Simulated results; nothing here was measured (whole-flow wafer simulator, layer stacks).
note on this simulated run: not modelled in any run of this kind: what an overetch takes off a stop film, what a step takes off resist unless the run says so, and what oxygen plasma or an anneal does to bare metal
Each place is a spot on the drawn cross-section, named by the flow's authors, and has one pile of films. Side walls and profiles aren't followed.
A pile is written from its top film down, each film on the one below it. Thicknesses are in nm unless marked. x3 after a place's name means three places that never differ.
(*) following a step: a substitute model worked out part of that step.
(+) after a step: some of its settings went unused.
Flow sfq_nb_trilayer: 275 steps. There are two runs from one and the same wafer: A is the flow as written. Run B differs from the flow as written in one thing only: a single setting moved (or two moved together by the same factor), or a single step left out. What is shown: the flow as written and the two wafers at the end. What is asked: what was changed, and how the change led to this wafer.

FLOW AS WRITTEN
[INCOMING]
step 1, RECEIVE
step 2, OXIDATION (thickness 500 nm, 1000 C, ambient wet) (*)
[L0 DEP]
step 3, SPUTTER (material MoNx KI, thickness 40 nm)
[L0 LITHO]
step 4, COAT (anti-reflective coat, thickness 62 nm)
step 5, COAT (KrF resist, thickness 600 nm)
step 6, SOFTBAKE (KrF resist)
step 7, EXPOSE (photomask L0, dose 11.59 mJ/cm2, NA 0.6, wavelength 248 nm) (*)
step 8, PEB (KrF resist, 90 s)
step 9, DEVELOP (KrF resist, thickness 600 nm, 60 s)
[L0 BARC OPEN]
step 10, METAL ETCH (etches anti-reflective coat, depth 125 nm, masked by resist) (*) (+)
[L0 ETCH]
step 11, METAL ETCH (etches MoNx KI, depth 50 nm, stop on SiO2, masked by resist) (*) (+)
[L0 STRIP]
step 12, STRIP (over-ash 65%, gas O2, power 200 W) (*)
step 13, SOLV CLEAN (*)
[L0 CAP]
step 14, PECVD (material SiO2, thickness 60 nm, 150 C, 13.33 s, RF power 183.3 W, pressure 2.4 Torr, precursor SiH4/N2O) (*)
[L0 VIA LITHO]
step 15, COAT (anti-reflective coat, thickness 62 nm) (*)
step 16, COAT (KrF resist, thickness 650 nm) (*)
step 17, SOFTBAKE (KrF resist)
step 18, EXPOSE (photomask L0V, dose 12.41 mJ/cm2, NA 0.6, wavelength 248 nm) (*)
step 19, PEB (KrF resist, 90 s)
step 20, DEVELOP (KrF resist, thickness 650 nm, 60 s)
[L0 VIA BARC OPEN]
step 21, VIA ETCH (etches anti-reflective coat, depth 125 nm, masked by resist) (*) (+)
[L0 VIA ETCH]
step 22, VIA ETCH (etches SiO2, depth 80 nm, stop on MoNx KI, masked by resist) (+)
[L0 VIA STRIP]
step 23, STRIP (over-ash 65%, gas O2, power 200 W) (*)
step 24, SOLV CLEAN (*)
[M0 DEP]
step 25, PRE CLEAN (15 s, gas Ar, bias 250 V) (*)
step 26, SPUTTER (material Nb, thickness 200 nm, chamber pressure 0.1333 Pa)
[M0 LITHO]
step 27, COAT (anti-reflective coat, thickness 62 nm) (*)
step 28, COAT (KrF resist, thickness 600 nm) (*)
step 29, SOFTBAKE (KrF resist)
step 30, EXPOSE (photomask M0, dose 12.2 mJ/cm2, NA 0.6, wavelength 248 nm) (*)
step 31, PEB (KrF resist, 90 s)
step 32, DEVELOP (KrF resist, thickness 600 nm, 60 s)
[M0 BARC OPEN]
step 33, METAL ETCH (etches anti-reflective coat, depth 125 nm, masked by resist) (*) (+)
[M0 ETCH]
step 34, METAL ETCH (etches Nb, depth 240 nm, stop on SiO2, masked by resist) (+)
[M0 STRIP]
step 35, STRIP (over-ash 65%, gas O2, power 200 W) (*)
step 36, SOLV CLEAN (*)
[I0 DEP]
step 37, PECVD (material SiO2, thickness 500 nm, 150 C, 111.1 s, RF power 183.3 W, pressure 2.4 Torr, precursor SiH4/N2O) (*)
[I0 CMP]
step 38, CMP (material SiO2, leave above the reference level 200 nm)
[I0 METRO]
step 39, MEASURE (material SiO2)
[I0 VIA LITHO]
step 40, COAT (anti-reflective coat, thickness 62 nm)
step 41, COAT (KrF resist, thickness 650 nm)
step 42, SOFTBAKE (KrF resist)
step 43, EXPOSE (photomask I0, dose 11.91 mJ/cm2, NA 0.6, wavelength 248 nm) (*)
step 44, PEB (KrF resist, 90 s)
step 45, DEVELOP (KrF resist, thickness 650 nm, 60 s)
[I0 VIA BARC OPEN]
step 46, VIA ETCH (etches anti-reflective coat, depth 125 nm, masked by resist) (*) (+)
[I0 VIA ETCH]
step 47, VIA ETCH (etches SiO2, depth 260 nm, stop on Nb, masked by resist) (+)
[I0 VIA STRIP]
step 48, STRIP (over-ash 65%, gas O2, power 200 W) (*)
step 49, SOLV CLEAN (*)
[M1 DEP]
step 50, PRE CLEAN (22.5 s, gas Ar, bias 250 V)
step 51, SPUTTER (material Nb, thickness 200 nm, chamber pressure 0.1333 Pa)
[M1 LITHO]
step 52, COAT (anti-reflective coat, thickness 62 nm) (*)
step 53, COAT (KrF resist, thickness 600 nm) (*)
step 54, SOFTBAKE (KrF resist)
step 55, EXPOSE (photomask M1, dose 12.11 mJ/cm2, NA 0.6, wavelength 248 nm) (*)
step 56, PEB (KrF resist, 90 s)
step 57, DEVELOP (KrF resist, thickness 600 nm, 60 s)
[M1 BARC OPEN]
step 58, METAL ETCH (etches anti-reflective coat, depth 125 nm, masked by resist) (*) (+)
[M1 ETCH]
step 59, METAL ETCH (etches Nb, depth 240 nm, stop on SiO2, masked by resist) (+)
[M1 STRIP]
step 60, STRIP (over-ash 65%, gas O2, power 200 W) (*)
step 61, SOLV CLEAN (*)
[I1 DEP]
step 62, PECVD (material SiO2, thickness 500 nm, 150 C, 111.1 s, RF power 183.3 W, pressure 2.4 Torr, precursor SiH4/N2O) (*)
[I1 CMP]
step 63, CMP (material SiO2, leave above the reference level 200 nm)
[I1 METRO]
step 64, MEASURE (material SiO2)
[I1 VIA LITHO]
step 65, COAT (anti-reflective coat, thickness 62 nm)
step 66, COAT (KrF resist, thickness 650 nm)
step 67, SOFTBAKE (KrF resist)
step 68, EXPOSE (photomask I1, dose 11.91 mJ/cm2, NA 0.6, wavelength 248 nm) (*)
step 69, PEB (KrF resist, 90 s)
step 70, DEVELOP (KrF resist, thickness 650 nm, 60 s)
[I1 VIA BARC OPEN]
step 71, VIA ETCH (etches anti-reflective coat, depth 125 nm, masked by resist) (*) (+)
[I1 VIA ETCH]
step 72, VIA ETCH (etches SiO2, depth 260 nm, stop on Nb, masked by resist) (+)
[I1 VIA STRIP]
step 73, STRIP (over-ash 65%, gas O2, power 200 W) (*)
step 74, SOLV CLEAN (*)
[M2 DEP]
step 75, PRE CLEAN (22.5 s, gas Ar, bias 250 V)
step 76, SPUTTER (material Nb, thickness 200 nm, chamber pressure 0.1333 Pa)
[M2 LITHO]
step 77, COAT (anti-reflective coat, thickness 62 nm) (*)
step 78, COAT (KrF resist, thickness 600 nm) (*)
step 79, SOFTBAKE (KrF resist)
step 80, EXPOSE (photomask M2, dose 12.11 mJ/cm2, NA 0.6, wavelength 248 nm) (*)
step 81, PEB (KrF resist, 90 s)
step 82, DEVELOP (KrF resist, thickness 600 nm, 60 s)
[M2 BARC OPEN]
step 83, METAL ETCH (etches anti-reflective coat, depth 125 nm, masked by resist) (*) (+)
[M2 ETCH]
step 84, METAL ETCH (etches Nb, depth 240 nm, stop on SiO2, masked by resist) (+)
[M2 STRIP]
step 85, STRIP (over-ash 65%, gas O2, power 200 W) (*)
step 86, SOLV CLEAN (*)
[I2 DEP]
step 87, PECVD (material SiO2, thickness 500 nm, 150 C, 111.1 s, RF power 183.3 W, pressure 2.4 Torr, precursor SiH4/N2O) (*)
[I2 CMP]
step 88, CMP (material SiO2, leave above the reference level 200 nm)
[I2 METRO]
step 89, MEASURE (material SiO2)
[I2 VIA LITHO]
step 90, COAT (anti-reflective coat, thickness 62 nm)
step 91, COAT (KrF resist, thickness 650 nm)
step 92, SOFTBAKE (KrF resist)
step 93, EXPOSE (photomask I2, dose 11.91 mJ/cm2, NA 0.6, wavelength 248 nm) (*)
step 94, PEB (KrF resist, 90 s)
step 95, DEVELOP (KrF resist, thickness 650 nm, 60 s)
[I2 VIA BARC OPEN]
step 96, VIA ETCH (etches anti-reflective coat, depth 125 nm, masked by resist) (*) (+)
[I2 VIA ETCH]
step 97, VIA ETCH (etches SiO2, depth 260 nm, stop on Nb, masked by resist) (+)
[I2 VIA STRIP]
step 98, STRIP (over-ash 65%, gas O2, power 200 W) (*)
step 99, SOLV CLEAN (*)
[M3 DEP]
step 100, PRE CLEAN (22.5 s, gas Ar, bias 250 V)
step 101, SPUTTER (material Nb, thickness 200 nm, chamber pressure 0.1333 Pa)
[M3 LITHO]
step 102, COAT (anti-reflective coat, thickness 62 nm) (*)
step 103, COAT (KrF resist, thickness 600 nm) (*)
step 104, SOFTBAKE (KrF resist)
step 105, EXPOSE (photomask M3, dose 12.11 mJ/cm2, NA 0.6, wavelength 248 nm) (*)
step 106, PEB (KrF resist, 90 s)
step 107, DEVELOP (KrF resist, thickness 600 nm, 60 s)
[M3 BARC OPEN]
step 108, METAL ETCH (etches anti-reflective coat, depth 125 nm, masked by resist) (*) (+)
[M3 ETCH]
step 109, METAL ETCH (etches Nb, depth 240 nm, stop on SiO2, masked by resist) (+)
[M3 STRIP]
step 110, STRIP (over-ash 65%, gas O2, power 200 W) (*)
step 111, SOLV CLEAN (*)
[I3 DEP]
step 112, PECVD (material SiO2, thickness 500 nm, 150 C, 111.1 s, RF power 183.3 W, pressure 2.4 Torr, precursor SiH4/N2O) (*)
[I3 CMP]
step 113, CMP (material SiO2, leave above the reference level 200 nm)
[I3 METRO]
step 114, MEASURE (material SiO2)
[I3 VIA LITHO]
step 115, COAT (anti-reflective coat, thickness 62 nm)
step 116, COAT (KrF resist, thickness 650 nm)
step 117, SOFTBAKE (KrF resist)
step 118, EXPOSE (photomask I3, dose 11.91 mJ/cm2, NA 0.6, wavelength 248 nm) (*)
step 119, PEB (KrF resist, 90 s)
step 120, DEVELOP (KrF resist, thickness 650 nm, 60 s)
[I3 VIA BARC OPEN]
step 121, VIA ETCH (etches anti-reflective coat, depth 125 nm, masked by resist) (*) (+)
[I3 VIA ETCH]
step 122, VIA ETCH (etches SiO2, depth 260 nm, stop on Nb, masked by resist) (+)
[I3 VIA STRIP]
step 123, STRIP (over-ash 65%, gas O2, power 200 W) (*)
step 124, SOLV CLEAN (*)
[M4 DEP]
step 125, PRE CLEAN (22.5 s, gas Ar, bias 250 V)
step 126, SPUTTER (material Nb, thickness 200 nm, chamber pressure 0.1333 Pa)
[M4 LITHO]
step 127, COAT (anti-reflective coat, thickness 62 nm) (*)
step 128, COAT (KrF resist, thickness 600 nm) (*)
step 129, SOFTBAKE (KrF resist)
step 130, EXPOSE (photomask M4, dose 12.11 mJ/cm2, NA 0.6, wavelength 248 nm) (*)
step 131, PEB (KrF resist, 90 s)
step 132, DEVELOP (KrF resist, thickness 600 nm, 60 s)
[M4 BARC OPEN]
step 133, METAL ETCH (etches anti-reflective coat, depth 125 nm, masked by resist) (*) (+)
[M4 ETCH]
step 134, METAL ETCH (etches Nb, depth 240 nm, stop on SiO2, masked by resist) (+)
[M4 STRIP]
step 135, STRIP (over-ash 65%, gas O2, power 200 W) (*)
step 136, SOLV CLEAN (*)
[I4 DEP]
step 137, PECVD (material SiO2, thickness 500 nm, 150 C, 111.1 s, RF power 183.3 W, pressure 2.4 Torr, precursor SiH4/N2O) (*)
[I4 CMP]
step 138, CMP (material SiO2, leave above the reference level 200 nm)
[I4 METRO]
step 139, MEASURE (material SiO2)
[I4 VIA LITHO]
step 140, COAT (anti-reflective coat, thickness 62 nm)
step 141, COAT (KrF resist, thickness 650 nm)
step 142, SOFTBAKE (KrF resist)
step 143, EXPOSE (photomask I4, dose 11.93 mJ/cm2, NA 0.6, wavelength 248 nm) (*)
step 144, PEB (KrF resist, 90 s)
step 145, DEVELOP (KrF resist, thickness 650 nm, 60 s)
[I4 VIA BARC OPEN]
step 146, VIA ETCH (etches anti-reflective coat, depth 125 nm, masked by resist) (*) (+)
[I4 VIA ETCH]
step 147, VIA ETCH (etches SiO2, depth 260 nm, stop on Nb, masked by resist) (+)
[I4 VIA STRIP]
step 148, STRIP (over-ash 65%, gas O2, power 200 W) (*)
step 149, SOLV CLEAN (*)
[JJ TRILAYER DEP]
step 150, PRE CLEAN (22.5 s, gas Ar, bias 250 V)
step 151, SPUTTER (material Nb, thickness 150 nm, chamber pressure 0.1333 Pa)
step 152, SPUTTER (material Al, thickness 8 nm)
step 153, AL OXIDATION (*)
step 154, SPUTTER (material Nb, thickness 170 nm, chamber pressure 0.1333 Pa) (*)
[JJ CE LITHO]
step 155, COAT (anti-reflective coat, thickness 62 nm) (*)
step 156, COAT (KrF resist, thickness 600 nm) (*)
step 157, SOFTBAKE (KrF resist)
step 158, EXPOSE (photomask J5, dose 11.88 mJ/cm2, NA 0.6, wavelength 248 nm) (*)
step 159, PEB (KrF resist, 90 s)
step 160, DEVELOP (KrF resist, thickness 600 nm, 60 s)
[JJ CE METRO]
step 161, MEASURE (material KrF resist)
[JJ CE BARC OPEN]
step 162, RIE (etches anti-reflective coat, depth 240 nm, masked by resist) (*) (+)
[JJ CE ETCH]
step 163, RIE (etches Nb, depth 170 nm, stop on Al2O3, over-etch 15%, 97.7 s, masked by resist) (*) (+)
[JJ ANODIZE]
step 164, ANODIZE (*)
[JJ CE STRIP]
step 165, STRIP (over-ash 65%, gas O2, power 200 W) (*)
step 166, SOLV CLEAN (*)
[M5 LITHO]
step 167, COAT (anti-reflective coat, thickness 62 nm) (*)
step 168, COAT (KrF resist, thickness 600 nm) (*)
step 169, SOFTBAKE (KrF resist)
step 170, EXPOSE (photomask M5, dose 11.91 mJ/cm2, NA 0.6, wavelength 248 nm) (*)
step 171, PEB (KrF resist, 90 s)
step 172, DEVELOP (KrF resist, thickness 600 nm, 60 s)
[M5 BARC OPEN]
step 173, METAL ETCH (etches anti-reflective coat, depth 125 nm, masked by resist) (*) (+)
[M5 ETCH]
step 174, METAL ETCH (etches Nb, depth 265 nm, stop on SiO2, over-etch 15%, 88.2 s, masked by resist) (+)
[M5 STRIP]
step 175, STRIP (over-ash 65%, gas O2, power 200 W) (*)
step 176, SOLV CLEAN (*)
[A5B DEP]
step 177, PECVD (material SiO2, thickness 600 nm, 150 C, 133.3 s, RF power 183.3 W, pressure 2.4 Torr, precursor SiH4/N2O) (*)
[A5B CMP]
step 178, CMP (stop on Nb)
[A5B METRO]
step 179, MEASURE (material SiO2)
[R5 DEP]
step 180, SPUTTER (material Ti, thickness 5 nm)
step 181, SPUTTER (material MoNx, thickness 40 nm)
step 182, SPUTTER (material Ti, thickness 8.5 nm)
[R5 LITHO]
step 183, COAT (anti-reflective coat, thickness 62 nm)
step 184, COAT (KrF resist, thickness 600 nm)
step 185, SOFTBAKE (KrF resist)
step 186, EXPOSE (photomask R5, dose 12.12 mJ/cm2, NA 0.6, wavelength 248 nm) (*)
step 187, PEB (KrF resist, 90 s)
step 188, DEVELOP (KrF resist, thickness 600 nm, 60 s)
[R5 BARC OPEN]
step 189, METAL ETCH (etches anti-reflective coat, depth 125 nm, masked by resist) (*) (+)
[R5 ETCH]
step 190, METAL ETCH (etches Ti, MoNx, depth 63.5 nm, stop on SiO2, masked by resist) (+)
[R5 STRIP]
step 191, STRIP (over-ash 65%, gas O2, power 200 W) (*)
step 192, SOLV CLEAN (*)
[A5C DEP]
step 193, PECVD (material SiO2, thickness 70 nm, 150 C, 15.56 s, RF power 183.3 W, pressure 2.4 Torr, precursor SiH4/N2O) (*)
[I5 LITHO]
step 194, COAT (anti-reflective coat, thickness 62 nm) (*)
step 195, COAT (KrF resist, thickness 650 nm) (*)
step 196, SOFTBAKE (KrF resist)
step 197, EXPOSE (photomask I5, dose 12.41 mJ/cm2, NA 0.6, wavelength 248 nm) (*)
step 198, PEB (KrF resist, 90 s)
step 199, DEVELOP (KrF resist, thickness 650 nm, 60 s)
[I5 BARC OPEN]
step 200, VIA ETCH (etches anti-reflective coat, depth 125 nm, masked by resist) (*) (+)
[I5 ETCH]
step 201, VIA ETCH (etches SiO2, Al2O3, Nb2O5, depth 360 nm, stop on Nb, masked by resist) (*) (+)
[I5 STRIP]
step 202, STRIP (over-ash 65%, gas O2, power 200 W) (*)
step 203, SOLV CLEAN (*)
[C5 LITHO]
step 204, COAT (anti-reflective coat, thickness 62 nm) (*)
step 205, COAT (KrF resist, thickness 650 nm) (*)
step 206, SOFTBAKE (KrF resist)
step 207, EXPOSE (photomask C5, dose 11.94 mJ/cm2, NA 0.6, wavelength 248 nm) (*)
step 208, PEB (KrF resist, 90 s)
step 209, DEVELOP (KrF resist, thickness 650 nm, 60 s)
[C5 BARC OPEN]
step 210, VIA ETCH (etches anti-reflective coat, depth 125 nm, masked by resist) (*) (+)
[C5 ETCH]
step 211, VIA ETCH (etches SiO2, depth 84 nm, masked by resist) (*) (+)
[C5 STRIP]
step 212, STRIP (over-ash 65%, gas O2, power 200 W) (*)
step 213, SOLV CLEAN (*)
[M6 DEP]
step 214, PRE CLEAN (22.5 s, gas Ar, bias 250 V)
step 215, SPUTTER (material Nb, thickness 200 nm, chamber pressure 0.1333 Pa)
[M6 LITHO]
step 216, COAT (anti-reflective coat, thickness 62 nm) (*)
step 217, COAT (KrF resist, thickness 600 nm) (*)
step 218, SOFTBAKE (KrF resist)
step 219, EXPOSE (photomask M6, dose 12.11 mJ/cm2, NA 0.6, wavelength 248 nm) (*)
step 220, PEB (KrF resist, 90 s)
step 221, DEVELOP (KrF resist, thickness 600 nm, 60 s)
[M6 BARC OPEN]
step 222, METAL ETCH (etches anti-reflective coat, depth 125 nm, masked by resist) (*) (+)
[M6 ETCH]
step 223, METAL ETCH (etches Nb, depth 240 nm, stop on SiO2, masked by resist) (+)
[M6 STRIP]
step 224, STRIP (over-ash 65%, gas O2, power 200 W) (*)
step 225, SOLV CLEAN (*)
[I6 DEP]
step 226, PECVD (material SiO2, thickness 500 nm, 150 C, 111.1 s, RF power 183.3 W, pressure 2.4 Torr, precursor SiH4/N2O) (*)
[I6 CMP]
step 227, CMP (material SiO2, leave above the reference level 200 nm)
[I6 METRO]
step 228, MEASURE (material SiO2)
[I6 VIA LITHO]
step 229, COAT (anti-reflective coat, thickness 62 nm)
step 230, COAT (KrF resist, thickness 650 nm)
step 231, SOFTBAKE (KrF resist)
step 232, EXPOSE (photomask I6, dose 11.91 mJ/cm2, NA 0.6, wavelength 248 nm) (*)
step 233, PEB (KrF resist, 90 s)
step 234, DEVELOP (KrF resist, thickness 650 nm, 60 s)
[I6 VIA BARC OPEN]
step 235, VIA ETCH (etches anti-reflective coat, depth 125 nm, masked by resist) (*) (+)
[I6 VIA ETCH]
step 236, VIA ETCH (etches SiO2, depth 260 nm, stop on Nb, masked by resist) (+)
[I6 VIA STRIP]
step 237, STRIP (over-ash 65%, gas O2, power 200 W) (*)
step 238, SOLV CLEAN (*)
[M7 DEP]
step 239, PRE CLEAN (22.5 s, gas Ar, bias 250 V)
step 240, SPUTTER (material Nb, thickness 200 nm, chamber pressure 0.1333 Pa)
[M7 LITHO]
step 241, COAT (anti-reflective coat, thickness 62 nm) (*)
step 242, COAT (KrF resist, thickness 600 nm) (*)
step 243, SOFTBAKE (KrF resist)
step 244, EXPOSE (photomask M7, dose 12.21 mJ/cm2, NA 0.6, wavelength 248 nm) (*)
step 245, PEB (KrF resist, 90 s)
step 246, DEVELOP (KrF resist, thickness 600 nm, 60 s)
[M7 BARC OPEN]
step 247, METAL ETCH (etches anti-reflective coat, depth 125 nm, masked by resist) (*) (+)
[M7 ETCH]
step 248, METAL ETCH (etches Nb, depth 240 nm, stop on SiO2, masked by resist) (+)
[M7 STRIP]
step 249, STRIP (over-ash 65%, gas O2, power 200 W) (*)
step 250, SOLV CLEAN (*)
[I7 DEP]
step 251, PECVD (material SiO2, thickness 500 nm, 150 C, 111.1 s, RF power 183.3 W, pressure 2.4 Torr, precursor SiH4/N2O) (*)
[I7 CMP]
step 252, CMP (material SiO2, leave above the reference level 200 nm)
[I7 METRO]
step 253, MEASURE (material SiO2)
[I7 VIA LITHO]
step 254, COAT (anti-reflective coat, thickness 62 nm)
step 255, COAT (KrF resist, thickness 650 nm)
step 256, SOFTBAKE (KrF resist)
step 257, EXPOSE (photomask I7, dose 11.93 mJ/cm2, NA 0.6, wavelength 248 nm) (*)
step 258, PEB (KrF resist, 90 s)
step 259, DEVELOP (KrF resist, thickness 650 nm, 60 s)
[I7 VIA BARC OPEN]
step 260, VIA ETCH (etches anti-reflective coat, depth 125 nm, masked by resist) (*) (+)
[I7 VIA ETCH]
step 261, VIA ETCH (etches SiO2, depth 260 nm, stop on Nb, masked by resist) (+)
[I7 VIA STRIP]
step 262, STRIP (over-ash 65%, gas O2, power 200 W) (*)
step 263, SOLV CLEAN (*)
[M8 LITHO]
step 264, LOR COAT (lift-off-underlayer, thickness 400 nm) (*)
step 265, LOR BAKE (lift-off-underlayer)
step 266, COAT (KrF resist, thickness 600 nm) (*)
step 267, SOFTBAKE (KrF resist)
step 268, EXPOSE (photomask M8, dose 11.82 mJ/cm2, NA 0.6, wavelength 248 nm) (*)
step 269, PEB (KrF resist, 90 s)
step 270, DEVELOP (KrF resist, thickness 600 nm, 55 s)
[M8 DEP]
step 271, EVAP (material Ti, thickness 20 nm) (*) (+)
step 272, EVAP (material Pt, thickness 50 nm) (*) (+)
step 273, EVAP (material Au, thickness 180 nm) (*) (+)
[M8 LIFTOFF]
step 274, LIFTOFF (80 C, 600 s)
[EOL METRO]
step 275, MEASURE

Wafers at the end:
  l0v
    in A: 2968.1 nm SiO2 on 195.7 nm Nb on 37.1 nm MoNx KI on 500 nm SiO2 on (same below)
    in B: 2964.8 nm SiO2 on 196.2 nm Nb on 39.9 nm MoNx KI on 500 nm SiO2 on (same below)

What caused this: step 22, VIA ETCH: depth 55 nm was run, though the flow has depth 80 nm.

The path from the change to this, step by step:
  step 22, VIA ETCH (etches SiO2, depth 80 nm, stop on MoNx KI, masked by resist) (+)
      l0v: A -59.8 SiO2 (all of it) | B -55 SiO2
      field_l, v_sur, via_wl and 102 more: A -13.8 KrF resist | B -9.48 KrF resist
  step 25, PRE CLEAN (15 s, gas Ar, bias 250 V) (*)
      l0v: A -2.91 MoNx KI | B -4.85 SiO2 (all of it), -0.09 MoNx KI
